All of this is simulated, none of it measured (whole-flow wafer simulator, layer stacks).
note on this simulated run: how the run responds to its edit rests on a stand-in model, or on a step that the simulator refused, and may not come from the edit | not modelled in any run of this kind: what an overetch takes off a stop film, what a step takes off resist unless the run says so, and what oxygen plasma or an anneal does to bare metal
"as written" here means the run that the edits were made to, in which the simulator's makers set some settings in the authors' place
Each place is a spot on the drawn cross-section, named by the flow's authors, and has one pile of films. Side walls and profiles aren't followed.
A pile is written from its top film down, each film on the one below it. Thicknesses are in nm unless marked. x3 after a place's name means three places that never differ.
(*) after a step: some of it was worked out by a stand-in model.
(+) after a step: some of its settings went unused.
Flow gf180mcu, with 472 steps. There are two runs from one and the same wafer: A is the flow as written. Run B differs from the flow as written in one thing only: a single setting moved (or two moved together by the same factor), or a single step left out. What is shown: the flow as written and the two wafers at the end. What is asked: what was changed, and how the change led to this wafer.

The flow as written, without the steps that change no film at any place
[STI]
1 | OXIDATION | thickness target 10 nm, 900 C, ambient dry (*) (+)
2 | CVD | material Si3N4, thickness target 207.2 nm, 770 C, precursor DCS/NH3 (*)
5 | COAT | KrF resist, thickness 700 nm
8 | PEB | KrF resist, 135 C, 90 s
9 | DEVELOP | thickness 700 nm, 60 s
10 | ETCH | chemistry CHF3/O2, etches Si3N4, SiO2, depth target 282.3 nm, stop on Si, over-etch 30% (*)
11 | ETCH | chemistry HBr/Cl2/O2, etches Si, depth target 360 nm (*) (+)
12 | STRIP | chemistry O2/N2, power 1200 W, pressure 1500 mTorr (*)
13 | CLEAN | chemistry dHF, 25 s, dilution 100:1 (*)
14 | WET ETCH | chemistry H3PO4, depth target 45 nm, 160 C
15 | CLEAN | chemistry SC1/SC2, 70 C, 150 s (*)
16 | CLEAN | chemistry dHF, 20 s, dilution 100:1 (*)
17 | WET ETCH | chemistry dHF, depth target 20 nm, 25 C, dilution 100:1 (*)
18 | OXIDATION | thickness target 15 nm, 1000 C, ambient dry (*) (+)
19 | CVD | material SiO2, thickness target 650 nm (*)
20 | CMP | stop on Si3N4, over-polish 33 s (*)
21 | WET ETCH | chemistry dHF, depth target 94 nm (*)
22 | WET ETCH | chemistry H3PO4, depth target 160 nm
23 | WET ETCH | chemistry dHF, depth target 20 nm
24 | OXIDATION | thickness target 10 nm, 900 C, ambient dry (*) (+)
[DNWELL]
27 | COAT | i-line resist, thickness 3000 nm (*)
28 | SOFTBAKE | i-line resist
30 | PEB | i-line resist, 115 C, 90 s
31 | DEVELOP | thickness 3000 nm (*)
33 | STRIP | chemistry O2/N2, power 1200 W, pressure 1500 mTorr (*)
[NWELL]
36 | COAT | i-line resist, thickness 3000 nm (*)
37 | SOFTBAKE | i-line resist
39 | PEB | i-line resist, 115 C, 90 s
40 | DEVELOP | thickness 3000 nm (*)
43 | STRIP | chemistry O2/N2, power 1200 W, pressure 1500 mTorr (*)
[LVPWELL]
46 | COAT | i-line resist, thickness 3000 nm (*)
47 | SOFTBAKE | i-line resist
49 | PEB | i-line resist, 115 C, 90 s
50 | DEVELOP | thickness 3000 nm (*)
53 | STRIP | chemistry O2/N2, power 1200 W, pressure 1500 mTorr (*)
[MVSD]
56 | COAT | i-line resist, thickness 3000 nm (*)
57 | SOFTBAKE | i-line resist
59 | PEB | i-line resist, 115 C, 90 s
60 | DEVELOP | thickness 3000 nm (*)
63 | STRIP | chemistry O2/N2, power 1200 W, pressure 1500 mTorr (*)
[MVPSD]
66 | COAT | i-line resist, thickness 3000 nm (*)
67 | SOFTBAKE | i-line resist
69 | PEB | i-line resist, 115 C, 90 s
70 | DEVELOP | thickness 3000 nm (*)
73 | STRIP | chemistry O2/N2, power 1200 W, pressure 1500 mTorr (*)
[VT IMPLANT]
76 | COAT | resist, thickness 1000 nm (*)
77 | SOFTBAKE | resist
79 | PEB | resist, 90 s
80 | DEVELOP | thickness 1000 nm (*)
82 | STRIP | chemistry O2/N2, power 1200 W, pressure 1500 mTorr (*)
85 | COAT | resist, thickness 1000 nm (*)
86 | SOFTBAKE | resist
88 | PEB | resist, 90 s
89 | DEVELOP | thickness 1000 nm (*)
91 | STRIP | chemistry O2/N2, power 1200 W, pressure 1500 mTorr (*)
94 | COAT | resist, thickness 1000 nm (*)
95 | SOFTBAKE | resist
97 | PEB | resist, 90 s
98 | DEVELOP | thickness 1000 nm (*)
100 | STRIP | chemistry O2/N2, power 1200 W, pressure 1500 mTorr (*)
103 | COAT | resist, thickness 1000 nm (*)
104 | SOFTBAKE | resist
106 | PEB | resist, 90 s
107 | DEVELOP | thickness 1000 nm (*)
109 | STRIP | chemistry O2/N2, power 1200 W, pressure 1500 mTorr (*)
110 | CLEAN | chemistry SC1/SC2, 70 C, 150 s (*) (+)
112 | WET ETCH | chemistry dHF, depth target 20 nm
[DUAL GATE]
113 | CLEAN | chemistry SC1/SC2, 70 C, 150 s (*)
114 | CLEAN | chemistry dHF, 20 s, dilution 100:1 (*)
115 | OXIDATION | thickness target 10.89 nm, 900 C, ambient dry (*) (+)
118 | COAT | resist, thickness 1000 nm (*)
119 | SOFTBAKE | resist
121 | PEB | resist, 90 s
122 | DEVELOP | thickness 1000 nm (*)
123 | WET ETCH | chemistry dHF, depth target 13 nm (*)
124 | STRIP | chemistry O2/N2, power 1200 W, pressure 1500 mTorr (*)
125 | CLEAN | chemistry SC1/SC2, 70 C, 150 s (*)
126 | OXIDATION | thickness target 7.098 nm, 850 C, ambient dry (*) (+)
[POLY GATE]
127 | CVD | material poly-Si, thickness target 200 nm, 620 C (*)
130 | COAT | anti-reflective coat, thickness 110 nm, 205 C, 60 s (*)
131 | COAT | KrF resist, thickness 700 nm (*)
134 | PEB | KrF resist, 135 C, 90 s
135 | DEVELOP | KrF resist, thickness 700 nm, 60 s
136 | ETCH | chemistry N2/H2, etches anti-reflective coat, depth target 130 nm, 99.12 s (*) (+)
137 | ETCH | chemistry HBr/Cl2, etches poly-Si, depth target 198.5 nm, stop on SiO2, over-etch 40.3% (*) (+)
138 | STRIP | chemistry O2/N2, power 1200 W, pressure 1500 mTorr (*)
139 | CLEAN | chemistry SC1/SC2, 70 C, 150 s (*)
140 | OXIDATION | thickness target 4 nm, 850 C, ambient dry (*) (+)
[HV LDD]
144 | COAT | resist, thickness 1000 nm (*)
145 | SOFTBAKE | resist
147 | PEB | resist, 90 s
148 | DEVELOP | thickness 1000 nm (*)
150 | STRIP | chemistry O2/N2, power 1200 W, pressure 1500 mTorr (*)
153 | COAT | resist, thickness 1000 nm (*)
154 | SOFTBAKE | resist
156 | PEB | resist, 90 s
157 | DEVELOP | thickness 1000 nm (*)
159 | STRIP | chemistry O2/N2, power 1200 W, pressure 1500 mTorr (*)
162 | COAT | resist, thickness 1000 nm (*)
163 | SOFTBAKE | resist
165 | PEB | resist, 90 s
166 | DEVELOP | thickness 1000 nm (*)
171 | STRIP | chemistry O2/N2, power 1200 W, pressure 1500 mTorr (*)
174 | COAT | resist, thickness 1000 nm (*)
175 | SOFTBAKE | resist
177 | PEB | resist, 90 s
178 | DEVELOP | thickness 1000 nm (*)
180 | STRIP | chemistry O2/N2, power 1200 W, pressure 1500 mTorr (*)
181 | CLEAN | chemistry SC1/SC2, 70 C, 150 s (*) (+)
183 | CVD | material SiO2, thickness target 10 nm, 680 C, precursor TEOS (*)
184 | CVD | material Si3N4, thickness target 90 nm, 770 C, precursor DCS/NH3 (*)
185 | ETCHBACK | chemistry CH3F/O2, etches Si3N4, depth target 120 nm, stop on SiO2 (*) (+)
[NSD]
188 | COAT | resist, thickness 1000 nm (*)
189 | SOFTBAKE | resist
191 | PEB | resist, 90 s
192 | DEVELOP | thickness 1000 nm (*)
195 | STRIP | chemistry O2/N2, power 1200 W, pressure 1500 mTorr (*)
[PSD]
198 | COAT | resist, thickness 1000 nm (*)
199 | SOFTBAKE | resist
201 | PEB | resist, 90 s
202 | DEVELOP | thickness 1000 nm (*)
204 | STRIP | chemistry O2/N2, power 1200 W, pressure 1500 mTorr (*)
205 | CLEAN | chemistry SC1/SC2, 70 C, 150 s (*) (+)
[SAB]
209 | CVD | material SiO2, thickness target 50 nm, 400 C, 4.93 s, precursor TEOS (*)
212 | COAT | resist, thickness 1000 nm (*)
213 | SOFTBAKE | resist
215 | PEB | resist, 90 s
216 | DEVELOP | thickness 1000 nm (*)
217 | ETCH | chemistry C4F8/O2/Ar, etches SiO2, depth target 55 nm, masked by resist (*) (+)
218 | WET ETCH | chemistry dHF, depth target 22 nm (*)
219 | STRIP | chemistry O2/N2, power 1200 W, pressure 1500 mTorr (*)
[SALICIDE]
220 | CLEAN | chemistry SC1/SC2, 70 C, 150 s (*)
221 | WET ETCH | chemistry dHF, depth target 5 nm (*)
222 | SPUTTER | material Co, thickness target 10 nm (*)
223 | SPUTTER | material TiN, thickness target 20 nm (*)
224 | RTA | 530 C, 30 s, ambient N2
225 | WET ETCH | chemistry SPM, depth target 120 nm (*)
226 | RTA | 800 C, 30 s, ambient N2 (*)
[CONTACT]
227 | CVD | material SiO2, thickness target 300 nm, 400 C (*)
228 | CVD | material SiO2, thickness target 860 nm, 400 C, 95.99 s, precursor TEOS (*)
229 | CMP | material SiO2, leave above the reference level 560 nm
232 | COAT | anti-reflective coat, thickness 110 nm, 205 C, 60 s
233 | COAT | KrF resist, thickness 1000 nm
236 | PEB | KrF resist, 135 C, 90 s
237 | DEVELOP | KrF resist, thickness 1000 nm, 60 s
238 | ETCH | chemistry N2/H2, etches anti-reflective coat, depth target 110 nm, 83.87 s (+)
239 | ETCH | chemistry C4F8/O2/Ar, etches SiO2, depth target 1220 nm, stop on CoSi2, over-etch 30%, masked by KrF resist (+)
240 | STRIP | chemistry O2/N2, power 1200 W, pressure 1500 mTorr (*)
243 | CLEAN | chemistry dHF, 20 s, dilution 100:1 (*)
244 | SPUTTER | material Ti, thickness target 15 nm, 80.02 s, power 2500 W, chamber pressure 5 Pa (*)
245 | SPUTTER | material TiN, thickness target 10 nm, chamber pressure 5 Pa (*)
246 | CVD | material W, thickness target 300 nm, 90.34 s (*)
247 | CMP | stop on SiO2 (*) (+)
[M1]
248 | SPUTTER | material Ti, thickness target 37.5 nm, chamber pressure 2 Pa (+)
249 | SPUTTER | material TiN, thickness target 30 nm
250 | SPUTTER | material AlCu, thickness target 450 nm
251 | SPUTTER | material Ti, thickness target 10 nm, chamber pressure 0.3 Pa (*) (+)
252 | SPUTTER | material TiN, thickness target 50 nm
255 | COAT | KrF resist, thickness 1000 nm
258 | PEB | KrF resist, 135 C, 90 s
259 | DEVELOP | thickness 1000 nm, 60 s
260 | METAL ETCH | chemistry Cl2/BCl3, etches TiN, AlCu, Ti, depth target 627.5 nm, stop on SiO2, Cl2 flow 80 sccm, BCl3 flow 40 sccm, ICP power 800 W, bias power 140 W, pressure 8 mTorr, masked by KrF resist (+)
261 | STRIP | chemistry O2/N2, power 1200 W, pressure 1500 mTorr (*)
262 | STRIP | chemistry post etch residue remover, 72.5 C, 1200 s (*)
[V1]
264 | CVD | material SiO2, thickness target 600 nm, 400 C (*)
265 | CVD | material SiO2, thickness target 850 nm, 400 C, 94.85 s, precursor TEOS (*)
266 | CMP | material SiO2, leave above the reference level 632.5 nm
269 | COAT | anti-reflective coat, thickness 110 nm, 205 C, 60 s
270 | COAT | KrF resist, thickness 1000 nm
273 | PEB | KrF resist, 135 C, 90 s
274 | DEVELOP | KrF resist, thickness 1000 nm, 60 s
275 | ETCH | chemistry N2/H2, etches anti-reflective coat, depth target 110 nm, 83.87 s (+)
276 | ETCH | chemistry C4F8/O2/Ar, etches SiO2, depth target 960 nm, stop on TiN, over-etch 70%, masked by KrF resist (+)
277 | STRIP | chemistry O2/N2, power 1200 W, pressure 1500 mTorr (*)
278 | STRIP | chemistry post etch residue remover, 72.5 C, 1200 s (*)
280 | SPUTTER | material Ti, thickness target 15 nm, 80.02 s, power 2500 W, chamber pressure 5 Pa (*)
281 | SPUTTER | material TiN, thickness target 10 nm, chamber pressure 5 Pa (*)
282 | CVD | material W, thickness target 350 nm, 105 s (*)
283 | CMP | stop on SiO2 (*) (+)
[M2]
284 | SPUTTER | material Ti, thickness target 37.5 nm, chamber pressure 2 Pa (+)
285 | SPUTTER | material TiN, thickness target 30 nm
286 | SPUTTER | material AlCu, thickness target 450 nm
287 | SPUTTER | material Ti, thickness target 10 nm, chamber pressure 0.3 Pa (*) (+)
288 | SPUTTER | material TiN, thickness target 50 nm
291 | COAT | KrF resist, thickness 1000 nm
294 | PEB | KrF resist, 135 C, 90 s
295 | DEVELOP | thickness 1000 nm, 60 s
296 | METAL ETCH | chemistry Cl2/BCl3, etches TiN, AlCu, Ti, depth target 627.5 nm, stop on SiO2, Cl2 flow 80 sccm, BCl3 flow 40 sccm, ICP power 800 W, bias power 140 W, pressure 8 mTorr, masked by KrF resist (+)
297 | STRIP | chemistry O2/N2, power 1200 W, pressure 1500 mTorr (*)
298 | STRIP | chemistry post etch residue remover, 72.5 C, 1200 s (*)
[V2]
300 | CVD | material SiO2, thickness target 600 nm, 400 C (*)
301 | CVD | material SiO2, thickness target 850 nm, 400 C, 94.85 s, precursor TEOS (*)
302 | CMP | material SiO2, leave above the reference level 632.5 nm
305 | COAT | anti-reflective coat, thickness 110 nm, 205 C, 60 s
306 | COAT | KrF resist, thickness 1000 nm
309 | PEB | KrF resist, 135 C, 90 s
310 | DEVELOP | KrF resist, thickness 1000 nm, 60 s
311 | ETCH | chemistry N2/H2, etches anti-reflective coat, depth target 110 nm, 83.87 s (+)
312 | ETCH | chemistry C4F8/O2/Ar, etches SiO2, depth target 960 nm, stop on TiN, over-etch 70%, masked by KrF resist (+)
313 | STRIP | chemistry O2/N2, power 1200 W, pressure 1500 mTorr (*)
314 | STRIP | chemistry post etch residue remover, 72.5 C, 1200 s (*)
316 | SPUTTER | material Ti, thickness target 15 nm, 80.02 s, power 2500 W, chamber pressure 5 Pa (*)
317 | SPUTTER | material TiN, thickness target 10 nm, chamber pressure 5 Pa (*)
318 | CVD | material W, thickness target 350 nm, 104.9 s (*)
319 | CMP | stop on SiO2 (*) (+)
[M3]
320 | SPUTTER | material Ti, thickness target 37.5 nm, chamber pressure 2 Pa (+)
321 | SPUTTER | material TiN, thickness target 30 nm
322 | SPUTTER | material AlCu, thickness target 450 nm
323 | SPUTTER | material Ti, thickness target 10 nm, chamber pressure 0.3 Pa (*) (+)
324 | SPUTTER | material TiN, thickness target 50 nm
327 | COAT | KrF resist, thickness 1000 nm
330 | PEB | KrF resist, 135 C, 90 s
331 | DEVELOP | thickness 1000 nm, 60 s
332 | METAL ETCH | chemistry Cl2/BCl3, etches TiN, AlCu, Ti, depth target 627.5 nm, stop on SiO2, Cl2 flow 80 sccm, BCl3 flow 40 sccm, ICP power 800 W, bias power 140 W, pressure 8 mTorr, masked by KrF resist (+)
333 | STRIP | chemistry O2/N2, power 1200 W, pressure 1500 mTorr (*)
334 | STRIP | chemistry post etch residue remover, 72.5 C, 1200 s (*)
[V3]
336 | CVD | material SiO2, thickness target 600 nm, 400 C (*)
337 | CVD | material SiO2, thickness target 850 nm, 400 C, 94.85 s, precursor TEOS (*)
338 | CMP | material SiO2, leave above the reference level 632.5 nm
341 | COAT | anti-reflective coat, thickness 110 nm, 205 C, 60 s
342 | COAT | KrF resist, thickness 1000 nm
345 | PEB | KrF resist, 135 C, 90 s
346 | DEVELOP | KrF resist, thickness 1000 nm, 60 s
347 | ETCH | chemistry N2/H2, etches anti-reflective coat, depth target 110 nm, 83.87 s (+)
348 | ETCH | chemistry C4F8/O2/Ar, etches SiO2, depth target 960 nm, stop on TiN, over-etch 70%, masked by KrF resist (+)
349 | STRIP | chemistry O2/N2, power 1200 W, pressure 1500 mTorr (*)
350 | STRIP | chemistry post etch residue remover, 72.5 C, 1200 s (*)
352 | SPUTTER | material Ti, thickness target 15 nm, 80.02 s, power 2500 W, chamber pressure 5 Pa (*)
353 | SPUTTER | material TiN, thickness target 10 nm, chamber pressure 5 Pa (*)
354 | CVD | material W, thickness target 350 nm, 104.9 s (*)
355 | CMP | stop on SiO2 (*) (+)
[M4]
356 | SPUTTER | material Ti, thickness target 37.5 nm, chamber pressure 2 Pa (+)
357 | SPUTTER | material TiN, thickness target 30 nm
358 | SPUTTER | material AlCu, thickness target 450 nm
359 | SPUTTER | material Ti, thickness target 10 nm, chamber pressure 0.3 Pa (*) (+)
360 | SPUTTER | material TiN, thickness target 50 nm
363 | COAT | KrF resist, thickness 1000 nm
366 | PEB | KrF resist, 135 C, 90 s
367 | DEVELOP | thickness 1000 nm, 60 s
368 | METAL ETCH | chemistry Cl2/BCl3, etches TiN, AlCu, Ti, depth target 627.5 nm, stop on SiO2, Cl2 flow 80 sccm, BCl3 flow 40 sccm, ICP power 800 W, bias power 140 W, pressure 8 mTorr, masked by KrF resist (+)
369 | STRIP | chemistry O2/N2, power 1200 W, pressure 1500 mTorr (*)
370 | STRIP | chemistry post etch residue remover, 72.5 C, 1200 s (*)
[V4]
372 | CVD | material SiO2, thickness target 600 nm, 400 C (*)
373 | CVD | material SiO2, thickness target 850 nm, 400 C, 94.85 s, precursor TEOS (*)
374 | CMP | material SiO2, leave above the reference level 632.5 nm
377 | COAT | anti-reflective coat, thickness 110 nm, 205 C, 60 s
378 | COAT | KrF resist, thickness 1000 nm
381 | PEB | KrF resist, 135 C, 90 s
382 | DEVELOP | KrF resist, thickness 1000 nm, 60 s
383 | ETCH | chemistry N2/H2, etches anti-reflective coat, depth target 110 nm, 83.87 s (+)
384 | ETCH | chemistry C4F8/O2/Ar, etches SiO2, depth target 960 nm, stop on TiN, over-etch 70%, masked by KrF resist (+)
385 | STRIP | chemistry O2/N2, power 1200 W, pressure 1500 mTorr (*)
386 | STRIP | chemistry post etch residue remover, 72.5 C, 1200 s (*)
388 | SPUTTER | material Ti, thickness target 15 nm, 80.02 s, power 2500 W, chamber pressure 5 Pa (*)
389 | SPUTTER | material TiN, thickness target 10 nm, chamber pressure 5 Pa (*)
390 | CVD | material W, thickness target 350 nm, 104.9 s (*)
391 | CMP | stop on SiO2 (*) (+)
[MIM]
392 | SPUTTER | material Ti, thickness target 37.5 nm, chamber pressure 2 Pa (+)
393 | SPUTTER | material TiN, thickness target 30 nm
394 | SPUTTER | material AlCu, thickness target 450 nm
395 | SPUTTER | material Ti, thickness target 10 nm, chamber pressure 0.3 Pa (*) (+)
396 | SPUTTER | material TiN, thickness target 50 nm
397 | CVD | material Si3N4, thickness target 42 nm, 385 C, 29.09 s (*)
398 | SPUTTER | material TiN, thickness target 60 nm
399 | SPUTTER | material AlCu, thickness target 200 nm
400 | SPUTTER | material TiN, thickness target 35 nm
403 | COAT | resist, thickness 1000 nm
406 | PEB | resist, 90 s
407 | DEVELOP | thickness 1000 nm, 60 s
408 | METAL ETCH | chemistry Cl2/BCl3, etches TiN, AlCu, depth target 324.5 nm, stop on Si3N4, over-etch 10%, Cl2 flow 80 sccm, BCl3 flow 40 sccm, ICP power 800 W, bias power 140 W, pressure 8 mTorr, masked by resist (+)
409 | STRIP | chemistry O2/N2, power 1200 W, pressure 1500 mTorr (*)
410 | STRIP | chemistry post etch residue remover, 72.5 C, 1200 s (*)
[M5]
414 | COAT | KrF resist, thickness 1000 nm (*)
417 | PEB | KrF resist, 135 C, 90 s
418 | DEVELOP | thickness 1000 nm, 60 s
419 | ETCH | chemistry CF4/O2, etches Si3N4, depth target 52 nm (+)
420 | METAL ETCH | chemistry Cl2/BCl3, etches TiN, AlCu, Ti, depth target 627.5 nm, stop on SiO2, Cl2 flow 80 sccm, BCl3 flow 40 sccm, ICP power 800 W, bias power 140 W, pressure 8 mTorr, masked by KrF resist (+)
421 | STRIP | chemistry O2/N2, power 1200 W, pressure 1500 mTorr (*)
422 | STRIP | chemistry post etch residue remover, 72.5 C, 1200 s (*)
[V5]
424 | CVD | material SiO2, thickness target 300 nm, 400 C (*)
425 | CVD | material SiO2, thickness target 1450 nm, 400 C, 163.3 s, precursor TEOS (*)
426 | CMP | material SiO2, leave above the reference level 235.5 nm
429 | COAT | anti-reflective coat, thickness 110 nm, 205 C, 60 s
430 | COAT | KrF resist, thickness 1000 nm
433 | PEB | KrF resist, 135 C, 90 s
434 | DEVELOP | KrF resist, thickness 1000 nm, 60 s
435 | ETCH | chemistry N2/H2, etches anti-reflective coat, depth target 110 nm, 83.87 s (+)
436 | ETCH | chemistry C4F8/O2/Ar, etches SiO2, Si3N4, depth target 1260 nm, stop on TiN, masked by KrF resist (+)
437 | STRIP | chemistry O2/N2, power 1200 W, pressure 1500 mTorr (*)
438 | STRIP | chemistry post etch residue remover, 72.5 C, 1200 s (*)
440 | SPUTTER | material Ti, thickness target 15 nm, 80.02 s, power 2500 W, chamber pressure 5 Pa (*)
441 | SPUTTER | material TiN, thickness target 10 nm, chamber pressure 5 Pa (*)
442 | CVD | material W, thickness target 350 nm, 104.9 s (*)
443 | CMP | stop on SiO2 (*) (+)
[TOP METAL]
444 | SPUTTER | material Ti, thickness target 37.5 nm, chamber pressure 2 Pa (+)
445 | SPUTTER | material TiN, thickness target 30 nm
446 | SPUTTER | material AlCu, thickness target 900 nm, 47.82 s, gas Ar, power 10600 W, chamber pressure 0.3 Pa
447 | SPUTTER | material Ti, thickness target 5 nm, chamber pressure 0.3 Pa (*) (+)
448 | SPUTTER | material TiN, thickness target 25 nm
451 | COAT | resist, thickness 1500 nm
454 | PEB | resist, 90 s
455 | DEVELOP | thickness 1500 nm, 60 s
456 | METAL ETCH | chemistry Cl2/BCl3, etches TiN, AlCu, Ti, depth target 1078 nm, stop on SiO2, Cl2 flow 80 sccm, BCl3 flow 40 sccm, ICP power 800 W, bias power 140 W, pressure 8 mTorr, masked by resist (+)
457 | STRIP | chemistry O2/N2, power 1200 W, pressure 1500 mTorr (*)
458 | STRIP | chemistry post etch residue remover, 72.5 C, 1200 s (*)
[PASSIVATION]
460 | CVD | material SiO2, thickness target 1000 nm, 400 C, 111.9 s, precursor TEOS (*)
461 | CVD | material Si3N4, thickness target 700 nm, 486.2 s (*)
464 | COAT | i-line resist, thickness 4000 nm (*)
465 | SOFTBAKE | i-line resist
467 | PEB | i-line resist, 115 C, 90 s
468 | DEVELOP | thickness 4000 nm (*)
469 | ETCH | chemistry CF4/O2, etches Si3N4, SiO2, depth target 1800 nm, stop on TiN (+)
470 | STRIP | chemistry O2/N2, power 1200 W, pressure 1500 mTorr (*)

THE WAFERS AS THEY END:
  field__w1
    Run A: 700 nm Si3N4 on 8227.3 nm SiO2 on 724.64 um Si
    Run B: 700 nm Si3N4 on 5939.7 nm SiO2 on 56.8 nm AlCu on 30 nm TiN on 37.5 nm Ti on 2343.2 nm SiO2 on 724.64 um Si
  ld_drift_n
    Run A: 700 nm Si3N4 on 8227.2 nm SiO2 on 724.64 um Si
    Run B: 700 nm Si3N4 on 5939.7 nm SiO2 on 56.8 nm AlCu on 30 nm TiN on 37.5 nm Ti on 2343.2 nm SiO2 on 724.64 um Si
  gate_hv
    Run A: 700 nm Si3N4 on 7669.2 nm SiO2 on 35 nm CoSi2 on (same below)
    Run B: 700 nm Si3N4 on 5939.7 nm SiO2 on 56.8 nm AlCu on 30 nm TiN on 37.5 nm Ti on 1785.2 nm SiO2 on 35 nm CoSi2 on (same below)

The reason: step 286, SPUTTER: thickness target 630 nm was run, whereas the flow has thickness target 450 nm.

How this came from the change, step by step:
  286 | SPUTTER | material AlCu, thickness target 450 nm
      field, field__w1, field__w2 and 108 more: A AlCu gains 450 (new film) | B AlCu gains 630 (new film)
  296 | METAL ETCH | chemistry Cl2/BCl3, etches TiN, AlCu, Ti, depth target 627.5 nm, stop on SiO2, Cl2 flow 80 sccm, BCl3 flow 40 sccm, ICP power 800 W, bias power 140 W, pressure 8 mTorr, masked by KrF resist (+)
      field, field__w1, field__w2 and 103 more: A TiN loses 50 (all of it), Ti loses 10 (all of it), AlCu loses 450 (all of it), TiN loses 30 (all of it), Ti loses 37.5 (all of it) | B TiN loses 50 (all of it), Ti loses 10 (all of it), AlCu loses 567.5
  298 | STRIP | chemistry post etch residue remover, 72.5 C, 1200 s (*)
      field, field__w1, field__w2 and 103 more: A nothing | B AlCu loses 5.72
  300 | CVD | material SiO2, thickness target 600 nm, 400 C (*)
      field, field__w1, field__w2 and 103 more: A SiO2 gains 600 | B SiO2 gains 600 (new film)
  302 | CMP | material SiO2, leave above the reference level 632.5 nm
      field, field__w1, field__w2 and 103 more: A SiO2 loses 300 | B SiO2 loses 244.3
Taking metal films that touch as one body, field__w1 has 1 body; the flow as written gives 0 bodies.
Taking metal films that touch as one body, ld_drift_n has 1 body; the flow as written gives 0 bodies.
Taking metal films that touch as one body, gate_hv has 2 bodies (between them, from the top down: SiO2 1785.2); the flow as written gives 1 body.
